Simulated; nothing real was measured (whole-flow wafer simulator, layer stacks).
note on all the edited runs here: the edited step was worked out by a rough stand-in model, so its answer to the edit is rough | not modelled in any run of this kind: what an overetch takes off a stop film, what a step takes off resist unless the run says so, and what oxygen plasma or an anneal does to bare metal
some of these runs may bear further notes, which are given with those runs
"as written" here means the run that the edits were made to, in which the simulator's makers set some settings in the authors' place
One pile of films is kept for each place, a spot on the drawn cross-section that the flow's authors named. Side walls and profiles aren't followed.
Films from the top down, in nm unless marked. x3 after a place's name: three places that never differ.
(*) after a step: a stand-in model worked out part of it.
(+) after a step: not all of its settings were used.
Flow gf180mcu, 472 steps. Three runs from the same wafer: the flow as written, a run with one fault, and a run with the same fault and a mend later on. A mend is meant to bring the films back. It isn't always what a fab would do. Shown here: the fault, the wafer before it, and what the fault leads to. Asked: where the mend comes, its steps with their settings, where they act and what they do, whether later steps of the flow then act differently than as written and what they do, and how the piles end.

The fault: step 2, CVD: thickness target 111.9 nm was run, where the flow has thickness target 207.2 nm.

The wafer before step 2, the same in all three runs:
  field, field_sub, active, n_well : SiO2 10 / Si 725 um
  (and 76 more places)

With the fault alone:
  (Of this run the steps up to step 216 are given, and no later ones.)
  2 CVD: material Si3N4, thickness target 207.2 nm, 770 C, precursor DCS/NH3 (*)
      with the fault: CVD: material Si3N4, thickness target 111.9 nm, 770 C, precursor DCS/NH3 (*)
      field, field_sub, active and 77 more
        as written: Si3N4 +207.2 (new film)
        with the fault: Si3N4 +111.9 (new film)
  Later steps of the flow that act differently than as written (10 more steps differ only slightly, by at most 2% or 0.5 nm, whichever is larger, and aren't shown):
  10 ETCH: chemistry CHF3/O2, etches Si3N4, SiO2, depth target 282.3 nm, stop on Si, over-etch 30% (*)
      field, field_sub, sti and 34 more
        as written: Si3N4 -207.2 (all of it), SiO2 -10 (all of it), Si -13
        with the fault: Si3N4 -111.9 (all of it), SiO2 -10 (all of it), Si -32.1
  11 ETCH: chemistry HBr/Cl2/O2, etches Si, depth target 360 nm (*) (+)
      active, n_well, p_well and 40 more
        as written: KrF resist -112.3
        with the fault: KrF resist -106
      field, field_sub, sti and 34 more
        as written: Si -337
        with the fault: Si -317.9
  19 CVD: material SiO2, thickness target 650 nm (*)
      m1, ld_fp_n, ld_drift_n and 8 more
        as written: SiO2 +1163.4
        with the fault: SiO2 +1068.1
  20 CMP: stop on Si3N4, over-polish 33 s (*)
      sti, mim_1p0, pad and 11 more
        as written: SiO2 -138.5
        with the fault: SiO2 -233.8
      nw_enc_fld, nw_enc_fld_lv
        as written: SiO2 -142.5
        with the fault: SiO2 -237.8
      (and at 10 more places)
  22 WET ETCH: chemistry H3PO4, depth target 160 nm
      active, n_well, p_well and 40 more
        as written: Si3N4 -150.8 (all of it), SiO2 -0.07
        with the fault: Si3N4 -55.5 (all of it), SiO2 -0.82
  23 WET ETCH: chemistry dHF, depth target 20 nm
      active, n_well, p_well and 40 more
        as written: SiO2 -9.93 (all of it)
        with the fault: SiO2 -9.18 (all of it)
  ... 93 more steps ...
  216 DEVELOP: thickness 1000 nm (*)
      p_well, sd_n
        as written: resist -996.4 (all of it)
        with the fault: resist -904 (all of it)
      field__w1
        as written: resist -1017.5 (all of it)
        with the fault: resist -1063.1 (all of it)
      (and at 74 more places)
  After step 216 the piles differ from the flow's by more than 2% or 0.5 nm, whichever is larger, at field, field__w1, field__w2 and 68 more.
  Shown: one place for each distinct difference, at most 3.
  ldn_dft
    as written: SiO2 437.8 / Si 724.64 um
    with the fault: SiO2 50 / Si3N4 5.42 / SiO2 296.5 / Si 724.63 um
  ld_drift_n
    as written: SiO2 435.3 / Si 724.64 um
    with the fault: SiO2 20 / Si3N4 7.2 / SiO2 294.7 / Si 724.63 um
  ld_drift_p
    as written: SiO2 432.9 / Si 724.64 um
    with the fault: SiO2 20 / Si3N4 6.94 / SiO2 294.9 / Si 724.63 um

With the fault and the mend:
  The mend comes after step 2.
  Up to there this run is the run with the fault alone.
  2a CVD: material Si3N4, thickness target 95.29 nm, 770 C, precursor DCS/NH3 (*) (the flow's step 2 once more, with other settings)
      field, field_sub, active and 77 more
        Si3N4 +95.3
  No later step of the flow acts differently than as written at any place that is followed.
  At the end the piles are the same as the flow's at every place that both follow.
